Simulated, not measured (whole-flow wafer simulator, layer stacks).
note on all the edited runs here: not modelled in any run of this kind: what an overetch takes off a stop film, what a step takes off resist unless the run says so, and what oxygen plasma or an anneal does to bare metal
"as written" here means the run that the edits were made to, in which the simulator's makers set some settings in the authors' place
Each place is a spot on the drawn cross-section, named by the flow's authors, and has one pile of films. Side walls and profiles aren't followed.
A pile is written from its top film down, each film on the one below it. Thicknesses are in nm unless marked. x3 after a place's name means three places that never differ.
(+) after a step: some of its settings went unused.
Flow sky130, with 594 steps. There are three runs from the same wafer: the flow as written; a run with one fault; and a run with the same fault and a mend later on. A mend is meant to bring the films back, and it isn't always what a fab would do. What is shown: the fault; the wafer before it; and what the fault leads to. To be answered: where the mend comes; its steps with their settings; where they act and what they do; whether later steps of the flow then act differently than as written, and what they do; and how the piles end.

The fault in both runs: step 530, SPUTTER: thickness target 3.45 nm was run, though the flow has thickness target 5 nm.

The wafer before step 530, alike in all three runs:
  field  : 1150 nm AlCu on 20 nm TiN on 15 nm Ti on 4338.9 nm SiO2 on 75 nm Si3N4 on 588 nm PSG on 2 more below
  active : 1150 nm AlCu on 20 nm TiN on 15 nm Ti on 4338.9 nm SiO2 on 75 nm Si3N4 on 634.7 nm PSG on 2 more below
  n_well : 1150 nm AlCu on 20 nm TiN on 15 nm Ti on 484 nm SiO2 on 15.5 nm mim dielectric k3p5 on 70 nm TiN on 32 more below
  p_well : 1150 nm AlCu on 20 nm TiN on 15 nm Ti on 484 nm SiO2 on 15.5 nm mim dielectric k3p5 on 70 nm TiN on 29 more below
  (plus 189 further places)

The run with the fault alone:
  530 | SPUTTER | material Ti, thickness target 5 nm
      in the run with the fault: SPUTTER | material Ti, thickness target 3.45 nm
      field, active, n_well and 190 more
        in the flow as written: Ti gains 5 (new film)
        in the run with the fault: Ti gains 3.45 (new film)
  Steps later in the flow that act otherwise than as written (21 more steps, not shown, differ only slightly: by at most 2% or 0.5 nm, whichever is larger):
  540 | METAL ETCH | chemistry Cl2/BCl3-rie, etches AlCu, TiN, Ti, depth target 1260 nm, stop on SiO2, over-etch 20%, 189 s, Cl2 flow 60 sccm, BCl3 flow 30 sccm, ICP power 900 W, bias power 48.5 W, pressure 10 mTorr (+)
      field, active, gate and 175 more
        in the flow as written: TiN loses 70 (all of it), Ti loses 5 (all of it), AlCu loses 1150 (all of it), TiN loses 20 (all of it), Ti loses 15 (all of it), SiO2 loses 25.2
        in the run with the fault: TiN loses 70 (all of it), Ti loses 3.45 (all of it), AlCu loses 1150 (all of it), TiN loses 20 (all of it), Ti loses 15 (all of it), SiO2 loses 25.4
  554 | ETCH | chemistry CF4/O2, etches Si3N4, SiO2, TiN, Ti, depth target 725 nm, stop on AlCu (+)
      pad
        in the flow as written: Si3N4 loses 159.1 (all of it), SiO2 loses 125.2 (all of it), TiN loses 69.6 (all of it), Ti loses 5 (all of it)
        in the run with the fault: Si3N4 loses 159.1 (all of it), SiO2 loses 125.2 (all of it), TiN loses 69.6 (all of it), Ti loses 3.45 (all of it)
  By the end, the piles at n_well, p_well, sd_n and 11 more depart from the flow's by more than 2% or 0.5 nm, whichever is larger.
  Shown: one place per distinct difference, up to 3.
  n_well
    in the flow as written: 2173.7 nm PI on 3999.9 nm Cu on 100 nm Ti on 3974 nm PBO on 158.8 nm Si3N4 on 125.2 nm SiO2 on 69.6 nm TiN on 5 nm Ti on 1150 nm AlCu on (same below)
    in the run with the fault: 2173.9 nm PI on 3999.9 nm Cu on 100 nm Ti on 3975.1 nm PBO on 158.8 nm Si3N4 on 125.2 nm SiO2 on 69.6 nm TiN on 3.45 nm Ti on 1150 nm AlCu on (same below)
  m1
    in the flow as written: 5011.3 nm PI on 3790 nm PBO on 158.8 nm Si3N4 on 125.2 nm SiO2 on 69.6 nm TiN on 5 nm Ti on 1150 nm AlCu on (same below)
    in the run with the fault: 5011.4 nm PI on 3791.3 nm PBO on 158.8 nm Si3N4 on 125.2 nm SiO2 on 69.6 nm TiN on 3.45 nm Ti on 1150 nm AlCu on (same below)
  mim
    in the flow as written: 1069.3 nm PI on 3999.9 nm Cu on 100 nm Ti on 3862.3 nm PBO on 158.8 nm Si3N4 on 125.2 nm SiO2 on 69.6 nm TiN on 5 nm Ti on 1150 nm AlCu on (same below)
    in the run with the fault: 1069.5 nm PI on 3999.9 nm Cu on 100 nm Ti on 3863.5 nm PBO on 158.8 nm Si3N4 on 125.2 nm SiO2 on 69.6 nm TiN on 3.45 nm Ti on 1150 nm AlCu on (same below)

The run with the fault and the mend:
  The mend follows step 530.
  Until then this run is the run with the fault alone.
  530a | SPUTTER | material Ti, thickness target 1.55 nm (the flow's step 530, run once more with other settings)
      field, active, n_well and 190 more
        Ti gains 1.55
  Every later step of the flow that is run acts as written at every place that is followed.
  The piles end the same as the flow's at every place that both follow.
